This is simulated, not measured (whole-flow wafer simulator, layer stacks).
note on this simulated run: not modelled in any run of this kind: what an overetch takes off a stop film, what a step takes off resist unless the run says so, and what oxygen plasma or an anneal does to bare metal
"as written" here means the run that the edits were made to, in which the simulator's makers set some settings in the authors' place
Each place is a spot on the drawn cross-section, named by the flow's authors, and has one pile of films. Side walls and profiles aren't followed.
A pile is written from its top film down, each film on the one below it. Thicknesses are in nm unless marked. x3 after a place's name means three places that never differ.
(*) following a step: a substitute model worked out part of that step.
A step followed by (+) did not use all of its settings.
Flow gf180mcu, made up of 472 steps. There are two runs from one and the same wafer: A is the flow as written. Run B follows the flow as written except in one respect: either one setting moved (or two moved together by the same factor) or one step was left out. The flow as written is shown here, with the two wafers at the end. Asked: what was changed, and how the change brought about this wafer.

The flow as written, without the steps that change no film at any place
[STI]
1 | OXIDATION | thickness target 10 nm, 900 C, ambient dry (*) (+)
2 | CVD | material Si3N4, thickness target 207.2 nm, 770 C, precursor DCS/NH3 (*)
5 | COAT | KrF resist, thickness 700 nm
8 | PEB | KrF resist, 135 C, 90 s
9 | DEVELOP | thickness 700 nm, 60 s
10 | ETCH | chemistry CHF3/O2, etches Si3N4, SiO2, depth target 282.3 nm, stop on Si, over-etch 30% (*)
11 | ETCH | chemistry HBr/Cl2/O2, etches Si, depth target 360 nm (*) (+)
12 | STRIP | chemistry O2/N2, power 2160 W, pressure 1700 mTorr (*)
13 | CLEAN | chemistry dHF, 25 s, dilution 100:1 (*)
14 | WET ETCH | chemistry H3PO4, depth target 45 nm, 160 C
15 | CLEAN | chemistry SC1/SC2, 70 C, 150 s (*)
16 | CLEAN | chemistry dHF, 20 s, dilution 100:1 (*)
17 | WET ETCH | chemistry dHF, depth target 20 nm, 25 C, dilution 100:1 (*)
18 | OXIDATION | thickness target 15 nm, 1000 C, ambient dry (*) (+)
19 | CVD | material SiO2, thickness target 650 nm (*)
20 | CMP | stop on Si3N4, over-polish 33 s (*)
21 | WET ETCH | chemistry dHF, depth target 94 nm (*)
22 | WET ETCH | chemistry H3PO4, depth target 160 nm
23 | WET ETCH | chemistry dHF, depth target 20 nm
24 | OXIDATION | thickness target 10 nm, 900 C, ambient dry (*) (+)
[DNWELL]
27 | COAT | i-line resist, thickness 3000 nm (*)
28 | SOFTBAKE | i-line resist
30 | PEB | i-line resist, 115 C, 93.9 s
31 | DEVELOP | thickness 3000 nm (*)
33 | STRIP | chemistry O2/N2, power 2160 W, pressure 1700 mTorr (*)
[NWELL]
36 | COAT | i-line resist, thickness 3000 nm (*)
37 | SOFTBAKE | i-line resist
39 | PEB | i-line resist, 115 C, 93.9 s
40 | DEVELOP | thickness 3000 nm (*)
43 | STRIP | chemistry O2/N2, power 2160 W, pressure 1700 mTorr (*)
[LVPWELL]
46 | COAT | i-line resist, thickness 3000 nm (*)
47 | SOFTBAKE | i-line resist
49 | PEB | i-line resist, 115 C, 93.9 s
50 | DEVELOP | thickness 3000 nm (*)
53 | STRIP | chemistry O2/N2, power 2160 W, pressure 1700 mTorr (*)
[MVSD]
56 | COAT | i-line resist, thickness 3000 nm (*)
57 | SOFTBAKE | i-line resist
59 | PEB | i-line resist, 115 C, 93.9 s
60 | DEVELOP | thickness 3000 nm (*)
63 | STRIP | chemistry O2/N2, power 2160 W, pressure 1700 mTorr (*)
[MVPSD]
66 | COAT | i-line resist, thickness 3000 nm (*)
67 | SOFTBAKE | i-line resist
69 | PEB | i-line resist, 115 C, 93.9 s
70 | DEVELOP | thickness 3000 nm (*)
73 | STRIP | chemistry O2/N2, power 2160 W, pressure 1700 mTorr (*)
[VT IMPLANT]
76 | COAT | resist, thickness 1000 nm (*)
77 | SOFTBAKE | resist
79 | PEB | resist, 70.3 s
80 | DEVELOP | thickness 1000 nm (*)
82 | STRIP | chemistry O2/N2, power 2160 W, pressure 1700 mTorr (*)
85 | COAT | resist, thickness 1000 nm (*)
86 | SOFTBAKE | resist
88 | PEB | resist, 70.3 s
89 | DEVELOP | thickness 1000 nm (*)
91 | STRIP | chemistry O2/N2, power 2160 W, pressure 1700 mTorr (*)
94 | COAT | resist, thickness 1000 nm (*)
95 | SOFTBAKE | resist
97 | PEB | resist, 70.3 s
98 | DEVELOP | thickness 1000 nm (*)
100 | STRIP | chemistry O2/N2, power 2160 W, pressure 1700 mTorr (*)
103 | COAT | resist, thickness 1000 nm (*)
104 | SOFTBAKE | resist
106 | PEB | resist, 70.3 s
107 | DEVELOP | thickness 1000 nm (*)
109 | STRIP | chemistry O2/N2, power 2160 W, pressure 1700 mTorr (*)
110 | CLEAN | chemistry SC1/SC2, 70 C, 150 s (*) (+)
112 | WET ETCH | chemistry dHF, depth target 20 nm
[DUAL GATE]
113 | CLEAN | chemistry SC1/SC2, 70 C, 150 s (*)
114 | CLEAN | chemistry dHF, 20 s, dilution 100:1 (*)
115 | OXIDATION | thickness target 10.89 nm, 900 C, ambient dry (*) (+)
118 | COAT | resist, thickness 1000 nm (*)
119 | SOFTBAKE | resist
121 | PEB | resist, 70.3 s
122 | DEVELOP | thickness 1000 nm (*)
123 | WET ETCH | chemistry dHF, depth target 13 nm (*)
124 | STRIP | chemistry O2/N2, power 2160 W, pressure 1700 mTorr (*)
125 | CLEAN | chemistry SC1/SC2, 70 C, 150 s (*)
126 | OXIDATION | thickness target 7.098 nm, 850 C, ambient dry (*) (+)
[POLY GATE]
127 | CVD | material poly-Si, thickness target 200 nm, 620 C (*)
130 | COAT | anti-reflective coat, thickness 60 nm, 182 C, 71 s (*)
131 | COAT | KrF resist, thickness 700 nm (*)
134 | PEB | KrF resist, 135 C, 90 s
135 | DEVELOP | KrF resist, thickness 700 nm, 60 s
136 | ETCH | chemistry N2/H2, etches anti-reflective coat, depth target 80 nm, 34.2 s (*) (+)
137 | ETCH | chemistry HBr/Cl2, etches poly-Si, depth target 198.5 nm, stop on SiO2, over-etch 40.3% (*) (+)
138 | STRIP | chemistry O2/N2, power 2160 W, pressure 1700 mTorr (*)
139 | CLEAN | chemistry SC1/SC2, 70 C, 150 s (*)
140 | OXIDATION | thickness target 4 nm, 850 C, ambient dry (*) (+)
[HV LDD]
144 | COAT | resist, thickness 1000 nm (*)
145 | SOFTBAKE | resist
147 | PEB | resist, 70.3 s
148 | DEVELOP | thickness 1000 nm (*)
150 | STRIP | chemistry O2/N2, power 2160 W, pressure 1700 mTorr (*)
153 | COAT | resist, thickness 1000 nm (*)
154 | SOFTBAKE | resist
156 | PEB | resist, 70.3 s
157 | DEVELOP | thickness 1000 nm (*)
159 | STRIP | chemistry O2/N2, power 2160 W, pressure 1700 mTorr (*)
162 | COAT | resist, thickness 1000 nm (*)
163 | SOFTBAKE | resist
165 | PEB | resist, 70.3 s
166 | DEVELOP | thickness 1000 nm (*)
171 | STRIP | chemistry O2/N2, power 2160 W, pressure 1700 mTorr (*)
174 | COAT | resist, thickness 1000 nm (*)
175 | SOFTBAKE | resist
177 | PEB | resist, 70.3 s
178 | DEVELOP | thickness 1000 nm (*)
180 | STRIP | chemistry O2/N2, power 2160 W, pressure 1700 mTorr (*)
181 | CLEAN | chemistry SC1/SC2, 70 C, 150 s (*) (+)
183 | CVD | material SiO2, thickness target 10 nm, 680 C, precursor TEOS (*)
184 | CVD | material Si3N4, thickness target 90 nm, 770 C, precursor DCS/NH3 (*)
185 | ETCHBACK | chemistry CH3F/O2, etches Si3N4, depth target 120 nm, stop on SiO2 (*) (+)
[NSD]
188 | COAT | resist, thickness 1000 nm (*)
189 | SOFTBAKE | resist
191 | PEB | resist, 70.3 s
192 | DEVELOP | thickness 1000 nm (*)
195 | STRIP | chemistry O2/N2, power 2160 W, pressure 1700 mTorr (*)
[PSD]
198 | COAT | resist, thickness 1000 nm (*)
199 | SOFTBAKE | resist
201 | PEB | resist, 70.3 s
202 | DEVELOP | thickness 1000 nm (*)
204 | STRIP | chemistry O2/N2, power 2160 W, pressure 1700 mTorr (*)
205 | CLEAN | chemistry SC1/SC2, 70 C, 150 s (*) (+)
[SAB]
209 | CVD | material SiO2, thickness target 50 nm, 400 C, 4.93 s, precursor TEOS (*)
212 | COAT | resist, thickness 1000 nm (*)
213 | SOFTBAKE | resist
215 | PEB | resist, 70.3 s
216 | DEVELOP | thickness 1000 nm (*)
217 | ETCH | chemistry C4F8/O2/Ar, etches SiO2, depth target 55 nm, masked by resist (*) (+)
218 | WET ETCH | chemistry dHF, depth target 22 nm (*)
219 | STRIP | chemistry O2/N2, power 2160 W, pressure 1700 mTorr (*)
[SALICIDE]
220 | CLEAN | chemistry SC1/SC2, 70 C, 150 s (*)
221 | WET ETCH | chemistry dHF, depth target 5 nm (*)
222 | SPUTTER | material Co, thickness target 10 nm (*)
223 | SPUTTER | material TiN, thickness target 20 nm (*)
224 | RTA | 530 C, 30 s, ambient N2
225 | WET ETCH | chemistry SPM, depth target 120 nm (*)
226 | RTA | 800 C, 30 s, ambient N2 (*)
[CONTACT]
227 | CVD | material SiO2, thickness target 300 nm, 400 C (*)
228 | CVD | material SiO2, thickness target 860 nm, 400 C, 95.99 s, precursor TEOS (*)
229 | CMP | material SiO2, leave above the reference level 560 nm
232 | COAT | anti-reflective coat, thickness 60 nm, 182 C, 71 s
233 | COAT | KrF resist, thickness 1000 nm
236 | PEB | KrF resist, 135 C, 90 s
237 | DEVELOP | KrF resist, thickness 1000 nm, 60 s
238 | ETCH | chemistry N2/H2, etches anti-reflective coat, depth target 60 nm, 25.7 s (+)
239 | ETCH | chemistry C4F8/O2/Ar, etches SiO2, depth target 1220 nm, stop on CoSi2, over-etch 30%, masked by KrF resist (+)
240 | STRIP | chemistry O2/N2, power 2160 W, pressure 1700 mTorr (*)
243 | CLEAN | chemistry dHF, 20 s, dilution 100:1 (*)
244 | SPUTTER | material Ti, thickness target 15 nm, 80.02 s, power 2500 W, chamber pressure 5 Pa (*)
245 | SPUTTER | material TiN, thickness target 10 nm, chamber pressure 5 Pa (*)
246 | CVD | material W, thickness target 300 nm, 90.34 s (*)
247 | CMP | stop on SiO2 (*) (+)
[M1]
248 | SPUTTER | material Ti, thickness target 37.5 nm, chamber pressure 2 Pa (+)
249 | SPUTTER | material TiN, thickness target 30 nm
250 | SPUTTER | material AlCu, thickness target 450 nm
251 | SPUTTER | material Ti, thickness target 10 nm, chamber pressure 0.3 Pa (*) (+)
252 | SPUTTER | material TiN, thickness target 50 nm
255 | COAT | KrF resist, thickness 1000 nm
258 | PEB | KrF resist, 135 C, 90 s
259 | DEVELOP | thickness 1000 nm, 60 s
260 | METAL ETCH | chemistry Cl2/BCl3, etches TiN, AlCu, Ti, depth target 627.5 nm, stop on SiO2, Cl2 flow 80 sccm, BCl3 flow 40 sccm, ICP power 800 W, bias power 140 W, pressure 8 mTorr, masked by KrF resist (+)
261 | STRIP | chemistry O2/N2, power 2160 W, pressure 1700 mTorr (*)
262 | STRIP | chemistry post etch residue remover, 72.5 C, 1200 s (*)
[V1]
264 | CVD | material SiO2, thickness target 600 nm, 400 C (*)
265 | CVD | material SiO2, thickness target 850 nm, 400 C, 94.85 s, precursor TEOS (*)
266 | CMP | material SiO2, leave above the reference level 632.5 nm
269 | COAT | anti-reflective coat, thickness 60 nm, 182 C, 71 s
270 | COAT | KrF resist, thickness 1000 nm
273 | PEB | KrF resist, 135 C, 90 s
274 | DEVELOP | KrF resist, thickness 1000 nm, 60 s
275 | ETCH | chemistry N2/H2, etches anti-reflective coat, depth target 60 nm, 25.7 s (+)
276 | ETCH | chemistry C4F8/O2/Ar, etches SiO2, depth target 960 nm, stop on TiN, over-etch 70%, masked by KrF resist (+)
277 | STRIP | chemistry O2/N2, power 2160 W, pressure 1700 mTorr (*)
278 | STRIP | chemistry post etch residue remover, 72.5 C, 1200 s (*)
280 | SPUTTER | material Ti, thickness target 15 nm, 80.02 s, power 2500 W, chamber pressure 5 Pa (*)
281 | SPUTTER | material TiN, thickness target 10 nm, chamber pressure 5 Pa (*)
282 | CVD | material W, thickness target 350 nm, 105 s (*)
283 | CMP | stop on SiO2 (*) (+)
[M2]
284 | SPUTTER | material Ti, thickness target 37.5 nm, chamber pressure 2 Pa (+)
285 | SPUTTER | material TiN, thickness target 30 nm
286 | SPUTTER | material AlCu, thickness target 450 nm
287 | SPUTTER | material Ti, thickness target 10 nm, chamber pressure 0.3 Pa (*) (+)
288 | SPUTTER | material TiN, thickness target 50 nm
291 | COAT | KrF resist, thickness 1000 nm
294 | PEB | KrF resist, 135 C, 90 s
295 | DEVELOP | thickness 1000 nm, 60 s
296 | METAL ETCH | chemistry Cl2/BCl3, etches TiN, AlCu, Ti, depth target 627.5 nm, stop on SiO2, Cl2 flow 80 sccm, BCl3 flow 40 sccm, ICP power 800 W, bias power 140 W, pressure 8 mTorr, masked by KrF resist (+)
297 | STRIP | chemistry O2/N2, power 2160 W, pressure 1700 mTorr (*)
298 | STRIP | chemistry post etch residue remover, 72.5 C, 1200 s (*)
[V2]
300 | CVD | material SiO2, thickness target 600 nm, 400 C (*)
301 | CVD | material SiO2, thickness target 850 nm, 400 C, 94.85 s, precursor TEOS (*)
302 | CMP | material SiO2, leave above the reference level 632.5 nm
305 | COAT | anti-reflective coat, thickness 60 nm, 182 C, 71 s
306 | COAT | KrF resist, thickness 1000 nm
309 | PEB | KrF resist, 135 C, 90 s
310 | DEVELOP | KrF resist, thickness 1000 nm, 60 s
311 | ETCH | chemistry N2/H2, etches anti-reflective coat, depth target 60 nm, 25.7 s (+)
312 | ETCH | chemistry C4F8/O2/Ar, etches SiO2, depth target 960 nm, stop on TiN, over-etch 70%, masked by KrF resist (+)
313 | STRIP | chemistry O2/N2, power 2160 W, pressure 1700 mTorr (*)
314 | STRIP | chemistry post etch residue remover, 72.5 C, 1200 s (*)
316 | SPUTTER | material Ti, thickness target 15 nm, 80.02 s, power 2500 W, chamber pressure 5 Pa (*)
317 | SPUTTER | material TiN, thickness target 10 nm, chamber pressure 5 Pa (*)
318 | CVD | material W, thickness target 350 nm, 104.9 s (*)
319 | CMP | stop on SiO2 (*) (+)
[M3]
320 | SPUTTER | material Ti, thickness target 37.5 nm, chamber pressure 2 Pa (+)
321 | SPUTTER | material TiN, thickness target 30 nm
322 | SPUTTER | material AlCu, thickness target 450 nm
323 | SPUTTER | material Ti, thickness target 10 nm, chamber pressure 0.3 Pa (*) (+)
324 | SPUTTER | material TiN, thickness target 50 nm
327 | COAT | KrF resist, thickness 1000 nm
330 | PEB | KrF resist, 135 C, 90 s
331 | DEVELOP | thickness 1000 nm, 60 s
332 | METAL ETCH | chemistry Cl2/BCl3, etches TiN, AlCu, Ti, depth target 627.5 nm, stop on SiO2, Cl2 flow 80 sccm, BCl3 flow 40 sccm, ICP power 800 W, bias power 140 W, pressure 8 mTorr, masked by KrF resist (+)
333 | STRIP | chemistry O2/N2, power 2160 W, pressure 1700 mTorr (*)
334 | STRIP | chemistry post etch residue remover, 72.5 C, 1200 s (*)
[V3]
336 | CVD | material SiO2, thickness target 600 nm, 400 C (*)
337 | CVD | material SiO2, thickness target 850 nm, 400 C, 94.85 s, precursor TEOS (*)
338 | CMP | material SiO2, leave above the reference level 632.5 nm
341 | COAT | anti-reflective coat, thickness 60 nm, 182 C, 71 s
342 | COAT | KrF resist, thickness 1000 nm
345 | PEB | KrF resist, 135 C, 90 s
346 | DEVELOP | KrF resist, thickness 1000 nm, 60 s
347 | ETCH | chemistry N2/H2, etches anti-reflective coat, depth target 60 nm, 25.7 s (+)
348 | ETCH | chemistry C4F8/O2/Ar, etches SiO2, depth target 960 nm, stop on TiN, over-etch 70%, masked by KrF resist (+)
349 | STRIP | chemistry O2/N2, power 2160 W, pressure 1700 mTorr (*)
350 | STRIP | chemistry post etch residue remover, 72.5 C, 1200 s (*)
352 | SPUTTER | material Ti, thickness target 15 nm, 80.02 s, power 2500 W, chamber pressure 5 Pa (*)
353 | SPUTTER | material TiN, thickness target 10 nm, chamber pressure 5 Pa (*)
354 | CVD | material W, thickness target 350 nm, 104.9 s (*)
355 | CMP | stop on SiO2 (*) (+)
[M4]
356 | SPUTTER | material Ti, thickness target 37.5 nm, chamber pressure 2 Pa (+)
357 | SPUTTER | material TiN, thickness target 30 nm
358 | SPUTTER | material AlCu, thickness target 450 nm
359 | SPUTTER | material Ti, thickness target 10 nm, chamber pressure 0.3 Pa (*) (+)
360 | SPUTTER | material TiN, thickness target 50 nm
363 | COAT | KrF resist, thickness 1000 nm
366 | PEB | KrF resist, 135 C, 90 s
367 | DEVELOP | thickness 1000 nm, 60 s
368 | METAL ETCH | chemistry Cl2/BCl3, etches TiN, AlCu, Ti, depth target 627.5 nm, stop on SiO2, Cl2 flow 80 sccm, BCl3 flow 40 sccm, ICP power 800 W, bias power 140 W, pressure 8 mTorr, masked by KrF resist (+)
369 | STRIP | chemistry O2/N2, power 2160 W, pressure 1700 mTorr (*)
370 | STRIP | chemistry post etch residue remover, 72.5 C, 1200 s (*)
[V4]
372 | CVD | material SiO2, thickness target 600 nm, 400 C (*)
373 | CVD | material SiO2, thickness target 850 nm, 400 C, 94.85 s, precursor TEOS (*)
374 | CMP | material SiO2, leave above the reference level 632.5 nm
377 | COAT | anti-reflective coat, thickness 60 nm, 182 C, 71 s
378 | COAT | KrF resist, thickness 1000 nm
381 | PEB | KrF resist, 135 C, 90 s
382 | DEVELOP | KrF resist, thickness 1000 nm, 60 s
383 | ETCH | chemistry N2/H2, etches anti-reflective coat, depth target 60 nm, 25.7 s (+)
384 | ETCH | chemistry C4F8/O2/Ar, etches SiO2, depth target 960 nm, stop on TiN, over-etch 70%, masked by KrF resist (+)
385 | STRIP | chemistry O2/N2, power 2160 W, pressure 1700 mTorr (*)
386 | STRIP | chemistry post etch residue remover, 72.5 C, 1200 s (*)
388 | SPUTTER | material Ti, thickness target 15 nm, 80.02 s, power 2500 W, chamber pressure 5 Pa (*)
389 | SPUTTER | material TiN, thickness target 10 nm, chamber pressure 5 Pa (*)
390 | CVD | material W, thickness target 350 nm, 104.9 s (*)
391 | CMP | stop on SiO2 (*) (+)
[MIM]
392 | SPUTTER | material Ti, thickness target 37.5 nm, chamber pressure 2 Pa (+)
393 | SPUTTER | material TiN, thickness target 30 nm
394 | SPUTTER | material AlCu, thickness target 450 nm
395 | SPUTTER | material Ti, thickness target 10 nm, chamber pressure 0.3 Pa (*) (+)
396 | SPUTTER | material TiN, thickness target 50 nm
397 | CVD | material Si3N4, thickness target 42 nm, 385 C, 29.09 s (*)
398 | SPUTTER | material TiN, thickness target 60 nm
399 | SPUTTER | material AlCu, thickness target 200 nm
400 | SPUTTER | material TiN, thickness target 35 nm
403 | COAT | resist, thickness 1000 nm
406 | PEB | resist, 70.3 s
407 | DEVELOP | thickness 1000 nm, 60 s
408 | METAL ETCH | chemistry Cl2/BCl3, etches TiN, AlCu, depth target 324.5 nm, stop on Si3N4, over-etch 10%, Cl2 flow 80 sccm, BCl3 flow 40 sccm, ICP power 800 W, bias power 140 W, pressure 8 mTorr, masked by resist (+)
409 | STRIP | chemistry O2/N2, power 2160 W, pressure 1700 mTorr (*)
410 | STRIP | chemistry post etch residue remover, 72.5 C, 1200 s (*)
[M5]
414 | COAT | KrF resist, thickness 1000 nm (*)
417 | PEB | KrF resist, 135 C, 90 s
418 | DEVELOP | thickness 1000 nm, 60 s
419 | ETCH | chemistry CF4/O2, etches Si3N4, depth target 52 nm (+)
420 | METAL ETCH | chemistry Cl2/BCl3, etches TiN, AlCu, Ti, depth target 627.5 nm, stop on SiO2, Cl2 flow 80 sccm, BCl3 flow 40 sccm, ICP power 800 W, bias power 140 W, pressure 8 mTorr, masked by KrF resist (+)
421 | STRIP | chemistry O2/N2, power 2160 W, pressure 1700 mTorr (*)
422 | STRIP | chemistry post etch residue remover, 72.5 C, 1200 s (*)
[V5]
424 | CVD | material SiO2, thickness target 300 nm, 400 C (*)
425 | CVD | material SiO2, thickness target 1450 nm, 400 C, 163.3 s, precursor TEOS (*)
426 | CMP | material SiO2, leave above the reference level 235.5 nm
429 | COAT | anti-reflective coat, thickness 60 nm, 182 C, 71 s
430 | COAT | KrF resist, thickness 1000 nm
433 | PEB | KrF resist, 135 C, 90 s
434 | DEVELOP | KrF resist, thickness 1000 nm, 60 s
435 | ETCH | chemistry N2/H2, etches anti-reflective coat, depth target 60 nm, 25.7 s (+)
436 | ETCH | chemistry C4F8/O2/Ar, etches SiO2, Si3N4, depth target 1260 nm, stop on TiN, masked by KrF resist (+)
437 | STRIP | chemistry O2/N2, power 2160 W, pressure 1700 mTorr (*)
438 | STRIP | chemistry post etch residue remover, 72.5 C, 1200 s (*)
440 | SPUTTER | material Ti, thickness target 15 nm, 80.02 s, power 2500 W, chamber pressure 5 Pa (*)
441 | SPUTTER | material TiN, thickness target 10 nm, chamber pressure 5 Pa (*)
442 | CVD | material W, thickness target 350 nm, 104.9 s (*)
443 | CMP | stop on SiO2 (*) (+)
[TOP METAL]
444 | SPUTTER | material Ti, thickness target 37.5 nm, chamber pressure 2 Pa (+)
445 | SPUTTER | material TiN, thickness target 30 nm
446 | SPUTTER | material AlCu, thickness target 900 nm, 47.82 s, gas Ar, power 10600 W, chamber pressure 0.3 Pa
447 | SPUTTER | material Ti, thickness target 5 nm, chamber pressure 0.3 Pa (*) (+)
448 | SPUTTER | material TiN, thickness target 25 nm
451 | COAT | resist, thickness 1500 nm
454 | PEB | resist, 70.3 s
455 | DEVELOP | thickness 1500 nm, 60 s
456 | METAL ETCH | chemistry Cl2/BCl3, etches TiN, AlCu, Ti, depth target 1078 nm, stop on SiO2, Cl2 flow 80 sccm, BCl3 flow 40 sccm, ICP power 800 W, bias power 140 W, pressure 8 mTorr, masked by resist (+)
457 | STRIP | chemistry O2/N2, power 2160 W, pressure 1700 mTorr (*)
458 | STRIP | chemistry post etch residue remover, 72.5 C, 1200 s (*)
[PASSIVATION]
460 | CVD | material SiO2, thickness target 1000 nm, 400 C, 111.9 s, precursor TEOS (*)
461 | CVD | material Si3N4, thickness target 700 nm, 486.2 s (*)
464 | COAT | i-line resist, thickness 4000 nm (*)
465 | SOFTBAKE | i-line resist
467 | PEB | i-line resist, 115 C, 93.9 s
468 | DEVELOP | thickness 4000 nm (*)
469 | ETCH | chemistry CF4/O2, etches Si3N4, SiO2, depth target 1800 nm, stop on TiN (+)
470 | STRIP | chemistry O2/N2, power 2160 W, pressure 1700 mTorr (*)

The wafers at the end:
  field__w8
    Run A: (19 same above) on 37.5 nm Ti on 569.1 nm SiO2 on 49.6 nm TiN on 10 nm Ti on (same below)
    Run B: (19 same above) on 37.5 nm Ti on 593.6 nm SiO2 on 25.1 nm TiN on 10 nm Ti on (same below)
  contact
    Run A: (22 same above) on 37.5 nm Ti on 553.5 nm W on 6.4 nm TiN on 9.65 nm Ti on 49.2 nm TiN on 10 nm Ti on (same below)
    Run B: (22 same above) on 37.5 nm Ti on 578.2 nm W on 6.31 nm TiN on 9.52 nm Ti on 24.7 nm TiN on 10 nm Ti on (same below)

Cause: step 324, SPUTTER: thickness target 25.5 nm was run, though the flow has thickness target 50 nm.

Step by step, how the change led to this:
  324 | SPUTTER | material TiN, thickness target 50 nm
      field, field__w1, field__w2 and 108 more: A +50 TiN (new film) | B +25.5 TiN (new film)
  332 | METAL ETCH | chemistry Cl2/BCl3, etches TiN, AlCu, Ti, depth target 627.5 nm, stop on SiO2, Cl2 flow 80 sccm, BCl3 flow 40 sccm, ICP power 800 W, bias power 140 W, pressure 8 mTorr, masked by KrF resist (+)
      field, field__w1, field__w2 and 103 more: A -50 TiN (all of it), -10 Ti (all of it), -450 AlCu (all of it), -30 TiN (all of it), -37.5 Ti (all of it) | B -25.5 TiN (all of it), -10 Ti (all of it), -450 AlCu (all of it), -30 TiN (all of it), -37.5 Ti (all of it)
  338 | CMP | material SiO2, leave above the reference level 632.5 nm
      field__w8, contact, m1, m1__w1, m1_nw: A -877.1 SiO2 | B -852.6 SiO2
  348 | ETCH | chemistry C4F8/O2/Ar, etches SiO2, depth target 960 nm, stop on TiN, over-etch 70%, masked by KrF resist (+)
      contact: A -572.5 SiO2 (all of it) | B -597 SiO2 (all of it)
  354 | CVD | material W, thickness target 350 nm, 104.9 s (*)
      contact: A +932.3 W (new film) | B +957 W (new film)
